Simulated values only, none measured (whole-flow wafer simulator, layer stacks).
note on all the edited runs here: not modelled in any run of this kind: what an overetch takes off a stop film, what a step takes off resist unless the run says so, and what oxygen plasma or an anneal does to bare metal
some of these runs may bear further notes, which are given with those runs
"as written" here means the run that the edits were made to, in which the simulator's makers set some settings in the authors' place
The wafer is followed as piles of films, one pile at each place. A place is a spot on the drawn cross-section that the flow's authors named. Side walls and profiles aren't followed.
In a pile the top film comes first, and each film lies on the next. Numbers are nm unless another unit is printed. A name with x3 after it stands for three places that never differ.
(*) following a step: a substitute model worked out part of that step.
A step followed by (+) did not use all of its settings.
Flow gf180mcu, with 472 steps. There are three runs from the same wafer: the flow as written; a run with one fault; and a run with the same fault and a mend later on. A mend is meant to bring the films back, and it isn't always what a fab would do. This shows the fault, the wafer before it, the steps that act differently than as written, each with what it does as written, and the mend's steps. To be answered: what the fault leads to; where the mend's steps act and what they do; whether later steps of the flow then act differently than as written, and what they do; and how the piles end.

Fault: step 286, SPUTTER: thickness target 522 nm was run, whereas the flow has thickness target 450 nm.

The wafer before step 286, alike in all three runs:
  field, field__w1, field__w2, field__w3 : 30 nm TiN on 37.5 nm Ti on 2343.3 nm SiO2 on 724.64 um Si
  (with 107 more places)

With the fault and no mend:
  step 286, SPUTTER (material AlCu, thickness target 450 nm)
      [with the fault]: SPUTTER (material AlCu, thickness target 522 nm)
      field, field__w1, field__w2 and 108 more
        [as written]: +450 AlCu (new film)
        [with the fault]: +522 AlCu (new film)
  Steps further on in the flow that do not act as written:
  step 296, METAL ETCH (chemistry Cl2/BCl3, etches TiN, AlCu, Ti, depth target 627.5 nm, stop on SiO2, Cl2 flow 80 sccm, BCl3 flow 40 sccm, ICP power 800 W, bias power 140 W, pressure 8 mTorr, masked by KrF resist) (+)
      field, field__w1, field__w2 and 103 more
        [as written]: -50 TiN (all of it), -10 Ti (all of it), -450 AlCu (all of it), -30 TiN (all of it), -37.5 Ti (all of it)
        [with the fault]: -50 TiN (all of it), -10 Ti (all of it), -522 AlCu (all of it), -30 TiN (all of it), -15.5 Ti
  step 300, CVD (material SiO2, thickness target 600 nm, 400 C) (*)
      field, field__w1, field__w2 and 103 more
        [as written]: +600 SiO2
        [with the fault]: +600 SiO2 (new film)
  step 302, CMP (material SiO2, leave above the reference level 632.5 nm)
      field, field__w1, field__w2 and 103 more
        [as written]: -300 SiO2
        [with the fault]: -250 SiO2
  At field, field__w1, field__w2 and 109 more, the piles at the end differ from the flow's by more than 2% or 0.5 nm, whichever is larger.
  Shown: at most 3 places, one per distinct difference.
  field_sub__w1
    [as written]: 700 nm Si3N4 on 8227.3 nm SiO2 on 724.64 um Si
    [with the fault]: 700 nm Si3N4 on 5934 nm SiO2 on 22 nm Ti on 2343.2 nm SiO2 on 724.64 um Si
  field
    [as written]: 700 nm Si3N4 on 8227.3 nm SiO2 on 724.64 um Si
    [with the fault]: 700 nm Si3N4 on 5934 nm SiO2 on 22 nm Ti on 2343.3 nm SiO2 on 724.64 um Si
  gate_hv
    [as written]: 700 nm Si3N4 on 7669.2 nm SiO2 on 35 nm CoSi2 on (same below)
    [with the fault]: 700 nm Si3N4 on 5934 nm SiO2 on 22 nm Ti on 1785.1 nm SiO2 on 35 nm CoSi2 on (same below)

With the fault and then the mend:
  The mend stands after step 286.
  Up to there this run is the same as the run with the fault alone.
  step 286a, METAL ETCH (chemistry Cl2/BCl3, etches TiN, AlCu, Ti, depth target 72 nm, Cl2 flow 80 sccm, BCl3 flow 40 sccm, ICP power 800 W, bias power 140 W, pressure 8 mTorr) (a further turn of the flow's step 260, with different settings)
      field, field__w1, field__w2 and 108 more
        -72 AlCu
  None of the later steps of the flow acts differently than as written at any place that is followed.
  By the end, the piles equal the flow's at every place that both follow.
